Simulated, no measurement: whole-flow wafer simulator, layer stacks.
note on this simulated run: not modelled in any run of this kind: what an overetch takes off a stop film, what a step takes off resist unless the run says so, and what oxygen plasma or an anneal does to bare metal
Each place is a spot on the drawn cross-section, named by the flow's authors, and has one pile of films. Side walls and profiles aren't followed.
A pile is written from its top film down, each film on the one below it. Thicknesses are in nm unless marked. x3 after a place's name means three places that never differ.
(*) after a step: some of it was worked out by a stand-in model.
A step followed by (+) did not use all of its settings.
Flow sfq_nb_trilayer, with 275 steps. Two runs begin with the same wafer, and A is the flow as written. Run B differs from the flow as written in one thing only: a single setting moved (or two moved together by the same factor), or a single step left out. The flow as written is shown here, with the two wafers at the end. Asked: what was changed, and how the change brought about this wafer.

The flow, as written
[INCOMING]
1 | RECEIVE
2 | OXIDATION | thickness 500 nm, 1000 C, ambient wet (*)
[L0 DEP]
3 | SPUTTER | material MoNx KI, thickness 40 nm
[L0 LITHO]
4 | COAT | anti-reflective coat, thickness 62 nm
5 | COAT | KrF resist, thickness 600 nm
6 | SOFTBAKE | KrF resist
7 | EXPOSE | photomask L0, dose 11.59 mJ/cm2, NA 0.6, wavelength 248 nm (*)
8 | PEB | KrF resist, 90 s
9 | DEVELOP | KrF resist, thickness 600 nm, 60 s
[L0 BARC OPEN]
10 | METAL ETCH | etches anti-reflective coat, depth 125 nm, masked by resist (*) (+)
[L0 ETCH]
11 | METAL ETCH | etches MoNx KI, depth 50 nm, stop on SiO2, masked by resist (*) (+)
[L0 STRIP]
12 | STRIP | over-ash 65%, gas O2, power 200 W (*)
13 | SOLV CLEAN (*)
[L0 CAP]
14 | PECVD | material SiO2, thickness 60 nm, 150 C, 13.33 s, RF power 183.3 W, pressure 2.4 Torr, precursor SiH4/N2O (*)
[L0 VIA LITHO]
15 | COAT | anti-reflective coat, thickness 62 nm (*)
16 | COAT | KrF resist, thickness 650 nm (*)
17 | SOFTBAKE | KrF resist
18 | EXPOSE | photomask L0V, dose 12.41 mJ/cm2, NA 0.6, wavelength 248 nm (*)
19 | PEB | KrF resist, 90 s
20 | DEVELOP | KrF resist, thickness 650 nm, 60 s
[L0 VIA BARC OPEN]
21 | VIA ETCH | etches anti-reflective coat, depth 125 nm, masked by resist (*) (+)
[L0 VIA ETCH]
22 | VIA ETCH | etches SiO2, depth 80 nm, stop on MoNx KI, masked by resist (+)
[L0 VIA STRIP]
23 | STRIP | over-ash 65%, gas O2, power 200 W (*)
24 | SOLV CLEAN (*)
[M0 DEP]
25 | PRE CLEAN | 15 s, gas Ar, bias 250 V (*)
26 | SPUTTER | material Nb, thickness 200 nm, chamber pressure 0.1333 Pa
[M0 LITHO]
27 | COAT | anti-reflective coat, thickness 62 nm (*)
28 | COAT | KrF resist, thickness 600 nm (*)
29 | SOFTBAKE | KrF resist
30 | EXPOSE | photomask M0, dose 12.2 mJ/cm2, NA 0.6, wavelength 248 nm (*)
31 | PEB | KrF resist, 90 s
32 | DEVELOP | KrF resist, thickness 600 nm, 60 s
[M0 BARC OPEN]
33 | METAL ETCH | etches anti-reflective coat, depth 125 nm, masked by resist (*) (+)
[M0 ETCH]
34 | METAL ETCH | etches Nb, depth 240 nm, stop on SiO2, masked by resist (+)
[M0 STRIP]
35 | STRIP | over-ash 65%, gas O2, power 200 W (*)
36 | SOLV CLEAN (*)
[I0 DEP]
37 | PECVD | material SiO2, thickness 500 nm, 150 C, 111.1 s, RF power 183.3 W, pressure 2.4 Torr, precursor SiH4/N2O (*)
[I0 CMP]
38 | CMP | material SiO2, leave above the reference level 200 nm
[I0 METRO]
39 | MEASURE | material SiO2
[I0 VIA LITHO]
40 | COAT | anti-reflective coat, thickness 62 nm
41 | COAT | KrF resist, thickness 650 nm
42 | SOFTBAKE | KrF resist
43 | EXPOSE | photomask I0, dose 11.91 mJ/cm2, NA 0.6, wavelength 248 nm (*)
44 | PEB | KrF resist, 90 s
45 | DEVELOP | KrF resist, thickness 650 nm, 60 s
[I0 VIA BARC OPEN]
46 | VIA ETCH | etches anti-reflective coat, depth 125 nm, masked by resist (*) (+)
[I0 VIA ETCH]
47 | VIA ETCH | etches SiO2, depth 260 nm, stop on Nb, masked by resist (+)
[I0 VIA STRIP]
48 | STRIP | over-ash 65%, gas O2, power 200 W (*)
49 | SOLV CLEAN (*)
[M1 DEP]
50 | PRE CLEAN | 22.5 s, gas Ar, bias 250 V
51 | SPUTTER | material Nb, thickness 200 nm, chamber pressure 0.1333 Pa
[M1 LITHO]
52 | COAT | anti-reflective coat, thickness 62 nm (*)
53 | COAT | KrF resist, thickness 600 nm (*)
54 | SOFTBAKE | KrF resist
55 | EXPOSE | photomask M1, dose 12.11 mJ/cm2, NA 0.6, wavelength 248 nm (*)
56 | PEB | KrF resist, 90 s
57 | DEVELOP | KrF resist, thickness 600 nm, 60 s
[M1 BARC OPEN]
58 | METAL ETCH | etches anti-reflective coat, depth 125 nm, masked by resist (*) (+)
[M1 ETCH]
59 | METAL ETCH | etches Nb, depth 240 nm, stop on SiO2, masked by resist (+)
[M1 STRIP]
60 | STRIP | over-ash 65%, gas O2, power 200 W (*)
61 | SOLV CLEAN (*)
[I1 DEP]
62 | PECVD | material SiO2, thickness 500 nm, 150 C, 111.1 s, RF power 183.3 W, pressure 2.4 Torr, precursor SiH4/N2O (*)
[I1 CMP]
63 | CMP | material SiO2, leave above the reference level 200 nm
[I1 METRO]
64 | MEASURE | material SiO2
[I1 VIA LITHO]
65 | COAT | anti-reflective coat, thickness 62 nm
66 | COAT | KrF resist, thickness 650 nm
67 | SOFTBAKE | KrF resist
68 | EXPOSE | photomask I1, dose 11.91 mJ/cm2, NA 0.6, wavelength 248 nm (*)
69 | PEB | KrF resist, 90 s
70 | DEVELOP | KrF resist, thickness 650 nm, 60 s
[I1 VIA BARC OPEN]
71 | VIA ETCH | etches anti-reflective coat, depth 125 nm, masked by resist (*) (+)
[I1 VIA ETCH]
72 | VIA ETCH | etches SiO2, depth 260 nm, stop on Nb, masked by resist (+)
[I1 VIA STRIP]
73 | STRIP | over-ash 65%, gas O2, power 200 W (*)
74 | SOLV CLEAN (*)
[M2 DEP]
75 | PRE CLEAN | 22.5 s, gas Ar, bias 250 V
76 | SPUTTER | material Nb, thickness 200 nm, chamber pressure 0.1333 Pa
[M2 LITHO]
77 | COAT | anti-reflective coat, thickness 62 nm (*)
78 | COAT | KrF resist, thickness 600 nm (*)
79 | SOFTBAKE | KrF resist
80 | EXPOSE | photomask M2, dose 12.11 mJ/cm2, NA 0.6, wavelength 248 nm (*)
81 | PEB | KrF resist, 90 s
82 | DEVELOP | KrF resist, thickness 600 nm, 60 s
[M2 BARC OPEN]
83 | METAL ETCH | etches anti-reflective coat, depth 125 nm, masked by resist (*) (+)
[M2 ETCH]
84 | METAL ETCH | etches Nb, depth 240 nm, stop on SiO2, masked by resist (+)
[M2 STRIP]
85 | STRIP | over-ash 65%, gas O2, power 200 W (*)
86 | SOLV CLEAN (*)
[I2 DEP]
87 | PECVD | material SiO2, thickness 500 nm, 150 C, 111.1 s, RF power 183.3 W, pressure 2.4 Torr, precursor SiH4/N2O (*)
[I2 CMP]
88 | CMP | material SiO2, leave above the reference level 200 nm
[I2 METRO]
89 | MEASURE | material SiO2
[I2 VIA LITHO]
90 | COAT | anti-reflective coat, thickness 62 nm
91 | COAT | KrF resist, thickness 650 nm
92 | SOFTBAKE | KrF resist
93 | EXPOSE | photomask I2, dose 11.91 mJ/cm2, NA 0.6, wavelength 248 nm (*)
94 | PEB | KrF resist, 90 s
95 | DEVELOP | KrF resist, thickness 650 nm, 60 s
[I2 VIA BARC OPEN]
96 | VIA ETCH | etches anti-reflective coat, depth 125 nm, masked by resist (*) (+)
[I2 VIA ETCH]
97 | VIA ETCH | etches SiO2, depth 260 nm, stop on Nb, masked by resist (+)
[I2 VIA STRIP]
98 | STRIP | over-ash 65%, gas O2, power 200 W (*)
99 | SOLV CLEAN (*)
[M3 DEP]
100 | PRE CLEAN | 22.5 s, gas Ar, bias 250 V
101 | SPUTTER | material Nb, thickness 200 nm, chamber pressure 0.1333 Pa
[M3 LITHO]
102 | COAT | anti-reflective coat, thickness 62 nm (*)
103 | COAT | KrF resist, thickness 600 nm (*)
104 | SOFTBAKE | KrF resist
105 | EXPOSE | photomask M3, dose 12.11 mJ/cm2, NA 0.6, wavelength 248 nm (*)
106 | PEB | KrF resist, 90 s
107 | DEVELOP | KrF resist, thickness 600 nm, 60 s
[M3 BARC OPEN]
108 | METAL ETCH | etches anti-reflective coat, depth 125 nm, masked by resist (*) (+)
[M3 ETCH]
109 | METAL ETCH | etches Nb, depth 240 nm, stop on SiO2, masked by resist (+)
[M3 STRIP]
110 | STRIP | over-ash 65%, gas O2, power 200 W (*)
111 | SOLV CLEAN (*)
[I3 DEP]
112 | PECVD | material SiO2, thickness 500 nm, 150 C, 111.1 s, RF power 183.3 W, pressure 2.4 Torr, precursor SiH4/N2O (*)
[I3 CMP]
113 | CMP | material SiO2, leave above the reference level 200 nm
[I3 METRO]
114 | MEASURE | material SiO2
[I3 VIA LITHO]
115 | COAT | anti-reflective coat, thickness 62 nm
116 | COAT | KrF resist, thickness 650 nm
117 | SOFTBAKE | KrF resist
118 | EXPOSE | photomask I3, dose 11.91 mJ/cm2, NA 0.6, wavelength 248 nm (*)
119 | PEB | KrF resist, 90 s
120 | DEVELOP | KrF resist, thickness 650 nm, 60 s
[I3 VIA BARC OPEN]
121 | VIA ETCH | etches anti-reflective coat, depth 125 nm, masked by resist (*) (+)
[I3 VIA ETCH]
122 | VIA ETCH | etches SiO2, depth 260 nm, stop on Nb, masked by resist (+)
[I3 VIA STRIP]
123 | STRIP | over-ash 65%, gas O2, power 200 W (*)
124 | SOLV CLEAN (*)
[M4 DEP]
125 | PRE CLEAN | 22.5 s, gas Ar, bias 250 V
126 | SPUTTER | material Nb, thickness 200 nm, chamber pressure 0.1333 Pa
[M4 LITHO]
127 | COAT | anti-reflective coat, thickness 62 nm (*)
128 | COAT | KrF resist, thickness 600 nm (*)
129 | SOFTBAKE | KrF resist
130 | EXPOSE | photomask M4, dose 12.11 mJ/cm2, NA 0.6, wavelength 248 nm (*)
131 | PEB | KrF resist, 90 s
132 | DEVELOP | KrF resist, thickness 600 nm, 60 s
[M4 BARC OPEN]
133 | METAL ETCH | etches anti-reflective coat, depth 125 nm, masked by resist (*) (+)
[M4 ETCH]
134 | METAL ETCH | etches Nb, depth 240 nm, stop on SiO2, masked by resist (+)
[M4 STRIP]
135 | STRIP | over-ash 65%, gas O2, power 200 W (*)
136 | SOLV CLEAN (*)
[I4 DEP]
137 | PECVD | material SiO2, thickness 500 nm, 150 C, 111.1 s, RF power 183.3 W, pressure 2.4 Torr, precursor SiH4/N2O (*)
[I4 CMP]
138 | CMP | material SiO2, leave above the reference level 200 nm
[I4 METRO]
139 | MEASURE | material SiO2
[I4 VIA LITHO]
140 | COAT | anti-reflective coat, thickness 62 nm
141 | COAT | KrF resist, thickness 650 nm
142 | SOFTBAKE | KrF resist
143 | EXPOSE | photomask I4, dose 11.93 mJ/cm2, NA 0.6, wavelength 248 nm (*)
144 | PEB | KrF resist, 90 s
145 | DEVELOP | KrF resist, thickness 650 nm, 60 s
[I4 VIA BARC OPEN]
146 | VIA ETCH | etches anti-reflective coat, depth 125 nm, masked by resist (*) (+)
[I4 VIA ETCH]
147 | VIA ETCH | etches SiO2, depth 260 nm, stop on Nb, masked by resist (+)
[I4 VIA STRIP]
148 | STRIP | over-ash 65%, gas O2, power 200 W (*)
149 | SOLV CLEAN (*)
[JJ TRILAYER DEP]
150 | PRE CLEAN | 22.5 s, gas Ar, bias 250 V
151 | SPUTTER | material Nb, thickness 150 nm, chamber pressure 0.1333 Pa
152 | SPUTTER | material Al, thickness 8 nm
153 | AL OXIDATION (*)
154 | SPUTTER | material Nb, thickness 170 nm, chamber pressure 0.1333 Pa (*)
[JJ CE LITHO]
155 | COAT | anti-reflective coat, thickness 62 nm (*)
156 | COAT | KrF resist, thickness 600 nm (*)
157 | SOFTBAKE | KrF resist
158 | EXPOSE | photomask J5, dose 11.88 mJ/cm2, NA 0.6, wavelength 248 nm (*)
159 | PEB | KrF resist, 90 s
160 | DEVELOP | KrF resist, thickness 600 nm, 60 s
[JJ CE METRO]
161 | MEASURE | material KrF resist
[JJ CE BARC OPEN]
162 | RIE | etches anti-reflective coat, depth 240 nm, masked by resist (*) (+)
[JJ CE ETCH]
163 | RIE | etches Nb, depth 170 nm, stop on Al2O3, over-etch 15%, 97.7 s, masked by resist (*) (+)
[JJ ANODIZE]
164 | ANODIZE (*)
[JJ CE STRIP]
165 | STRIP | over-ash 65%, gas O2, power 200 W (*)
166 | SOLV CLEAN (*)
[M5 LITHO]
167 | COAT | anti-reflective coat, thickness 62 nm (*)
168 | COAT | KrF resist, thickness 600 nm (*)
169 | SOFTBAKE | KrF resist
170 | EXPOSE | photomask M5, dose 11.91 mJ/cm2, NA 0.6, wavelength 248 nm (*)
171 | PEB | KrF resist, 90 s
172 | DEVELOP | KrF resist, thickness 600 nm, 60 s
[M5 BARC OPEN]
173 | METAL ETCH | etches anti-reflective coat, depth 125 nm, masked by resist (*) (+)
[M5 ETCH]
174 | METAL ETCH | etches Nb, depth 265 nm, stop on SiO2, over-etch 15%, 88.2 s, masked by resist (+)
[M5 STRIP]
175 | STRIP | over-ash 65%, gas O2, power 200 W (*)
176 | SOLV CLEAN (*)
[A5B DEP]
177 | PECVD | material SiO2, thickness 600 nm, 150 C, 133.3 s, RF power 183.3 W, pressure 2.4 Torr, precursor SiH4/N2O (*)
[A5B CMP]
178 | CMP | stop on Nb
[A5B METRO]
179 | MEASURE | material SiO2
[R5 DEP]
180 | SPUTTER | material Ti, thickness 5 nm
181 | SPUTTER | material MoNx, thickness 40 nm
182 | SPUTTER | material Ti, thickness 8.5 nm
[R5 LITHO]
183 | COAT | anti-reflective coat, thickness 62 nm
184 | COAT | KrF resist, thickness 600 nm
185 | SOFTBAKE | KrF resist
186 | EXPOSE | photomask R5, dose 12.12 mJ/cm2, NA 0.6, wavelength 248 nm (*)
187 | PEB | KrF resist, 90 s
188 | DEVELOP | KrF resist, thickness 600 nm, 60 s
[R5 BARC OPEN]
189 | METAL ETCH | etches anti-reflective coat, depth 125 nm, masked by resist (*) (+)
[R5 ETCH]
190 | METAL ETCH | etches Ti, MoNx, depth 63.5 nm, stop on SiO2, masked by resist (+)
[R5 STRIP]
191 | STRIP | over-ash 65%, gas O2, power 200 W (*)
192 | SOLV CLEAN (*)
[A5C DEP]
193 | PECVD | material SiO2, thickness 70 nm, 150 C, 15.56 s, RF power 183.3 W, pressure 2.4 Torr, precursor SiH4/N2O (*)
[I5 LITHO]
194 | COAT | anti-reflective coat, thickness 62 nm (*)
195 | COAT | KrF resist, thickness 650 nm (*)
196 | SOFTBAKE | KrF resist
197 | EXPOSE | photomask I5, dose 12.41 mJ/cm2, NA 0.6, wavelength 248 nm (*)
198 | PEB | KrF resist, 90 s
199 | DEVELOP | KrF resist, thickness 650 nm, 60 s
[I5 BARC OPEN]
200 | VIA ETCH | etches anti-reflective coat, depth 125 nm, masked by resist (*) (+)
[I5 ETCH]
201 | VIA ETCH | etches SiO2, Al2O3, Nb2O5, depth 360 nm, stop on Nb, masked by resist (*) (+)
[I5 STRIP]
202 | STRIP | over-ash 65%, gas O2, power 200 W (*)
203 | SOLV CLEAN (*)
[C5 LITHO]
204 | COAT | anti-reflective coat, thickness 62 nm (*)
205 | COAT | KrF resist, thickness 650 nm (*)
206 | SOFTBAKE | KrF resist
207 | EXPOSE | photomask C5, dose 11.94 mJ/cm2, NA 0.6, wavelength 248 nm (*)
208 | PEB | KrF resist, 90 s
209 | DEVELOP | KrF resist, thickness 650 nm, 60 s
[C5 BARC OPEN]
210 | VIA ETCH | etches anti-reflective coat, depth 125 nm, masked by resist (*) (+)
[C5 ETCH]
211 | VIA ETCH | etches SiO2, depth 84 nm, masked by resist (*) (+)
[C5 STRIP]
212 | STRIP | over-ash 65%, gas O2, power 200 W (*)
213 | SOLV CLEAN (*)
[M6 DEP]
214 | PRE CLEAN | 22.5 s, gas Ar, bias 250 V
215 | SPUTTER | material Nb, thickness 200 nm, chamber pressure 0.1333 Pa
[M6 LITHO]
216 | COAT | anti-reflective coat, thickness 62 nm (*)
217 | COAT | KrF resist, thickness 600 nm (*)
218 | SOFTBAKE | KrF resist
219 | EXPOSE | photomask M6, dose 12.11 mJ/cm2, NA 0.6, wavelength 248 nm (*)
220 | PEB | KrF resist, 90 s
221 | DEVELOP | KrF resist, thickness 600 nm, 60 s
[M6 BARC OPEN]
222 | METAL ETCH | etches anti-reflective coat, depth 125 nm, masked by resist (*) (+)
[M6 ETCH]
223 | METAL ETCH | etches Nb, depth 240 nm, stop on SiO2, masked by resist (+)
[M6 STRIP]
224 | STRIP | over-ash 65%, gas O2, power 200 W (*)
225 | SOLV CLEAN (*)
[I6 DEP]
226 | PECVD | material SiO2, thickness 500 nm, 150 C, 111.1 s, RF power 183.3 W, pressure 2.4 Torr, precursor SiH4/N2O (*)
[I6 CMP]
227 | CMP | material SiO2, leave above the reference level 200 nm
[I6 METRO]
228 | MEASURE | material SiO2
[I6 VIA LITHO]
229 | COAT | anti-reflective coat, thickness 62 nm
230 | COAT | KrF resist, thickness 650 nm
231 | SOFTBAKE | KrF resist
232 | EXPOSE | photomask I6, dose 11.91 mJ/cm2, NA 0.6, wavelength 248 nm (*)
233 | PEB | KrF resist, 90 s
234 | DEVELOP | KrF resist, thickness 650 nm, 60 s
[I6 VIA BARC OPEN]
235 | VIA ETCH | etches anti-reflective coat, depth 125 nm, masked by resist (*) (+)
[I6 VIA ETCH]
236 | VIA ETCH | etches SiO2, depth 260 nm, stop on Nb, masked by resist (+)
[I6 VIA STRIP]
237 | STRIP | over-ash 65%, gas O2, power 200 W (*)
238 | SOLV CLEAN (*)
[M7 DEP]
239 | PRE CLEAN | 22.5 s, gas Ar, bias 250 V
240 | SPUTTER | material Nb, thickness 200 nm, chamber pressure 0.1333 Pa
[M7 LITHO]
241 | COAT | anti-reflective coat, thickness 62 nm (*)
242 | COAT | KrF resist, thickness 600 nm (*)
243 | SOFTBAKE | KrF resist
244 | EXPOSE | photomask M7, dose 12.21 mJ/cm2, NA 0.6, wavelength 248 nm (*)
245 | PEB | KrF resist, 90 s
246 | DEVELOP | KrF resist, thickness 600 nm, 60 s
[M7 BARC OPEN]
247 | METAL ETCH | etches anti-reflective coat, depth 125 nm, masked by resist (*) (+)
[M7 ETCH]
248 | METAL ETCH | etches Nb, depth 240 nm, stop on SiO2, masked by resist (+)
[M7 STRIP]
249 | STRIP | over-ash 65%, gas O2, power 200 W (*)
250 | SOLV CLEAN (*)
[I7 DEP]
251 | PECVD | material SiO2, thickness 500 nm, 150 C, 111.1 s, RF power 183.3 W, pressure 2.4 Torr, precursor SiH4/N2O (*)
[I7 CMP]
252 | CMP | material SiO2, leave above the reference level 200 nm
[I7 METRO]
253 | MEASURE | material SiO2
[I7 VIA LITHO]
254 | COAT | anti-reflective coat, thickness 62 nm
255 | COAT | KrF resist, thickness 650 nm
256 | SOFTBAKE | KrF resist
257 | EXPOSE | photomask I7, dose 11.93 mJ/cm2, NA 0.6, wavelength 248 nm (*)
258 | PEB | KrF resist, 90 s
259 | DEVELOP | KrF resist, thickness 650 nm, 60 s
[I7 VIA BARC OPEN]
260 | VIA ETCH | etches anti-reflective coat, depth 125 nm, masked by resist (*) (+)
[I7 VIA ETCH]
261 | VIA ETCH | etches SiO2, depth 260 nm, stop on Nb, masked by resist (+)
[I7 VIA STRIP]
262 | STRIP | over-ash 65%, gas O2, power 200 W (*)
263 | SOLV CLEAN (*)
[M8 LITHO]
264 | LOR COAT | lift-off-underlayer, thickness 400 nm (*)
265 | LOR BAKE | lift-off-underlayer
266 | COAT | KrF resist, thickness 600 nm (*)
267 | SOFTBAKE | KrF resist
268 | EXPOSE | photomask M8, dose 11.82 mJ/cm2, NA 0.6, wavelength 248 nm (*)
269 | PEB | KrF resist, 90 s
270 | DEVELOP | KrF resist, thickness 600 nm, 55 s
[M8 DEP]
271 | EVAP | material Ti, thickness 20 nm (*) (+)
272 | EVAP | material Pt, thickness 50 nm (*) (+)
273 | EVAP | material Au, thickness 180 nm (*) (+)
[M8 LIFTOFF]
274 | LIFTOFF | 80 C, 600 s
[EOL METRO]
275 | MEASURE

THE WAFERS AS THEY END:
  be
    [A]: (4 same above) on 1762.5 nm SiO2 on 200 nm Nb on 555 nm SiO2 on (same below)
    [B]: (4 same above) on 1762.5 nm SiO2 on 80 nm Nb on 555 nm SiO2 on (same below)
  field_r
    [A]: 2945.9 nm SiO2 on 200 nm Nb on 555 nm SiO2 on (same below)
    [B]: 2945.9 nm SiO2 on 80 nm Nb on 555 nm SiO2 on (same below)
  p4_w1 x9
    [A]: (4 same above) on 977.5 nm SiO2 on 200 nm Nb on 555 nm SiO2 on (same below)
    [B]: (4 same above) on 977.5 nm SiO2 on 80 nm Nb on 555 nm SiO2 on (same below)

Cause: step 26, SPUTTER: thickness 80 nm was run, though the flow has thickness 200 nm.
One can read it off the wafer: be has Nb 80, and step 26 as written asks for 200 nm.

Step by step, how the change led to this:
  26 | SPUTTER | material Nb, thickness 200 nm, chamber pressure 0.1333 Pa
      field_l, via_wl, via_w and 100 more: A Nb gains 200 (new film) | B Nb gains 80 (new film)
      v_sur: A Nb gains 200 (new film) | B Nb gains 77.2 (new film)
      (and at 2 other places as well)
  27 | COAT | anti-reflective coat, thickness 62 nm (*)
      l0_sur: A anti-reflective coat gains 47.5 (new film) | B anti-reflective coat gains 46.4 (new film)
  34 | METAL ETCH | etches Nb, depth 240 nm, stop on SiO2, masked by resist (+)
      field_l, v_sur, via_wl and 100 more: A KrF resist loses 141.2 | B KrF resist loses 70.6
      moat, m0r_space_l x2: A Nb loses 200 (all of it) | B Nb loses 80 (all of it)
  35 | STRIP | over-ash 65%, gas O2, power 200 W (*)
      p4_fl x3, p4_w1 x9, p4_g1 x2 and 57 more: A KrF resist loses 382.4 (all of it), anti-reflective coat loses 62 (all of it) | B KrF resist loses 453 (all of it), anti-reflective coat loses 62 (all of it)
      ce_r, sp_r, be_r, r_sur: A KrF resist loses 389 (all of it), anti-reflective coat loses 63.6 (all of it) | B KrF resist loses 459.5 (all of it), anti-reflective coat loses 63.6 (all of it)
      (and at 28 other places as well)
  37 | PECVD | material SiO2, thickness 500 nm, 150 C, 111.1 s, RF power 183.3 W, pressure 2.4 Torr, precursor SiH4/N2O (*)
      moat, m0r_space_l x2: A SiO2 gains 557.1 | B SiO2 gains 500
  38 | CMP | material SiO2, leave above the reference level 200 nm
      moat, m0r_space_l x2: A SiO2 loses 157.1 | B SiO2 loses 220
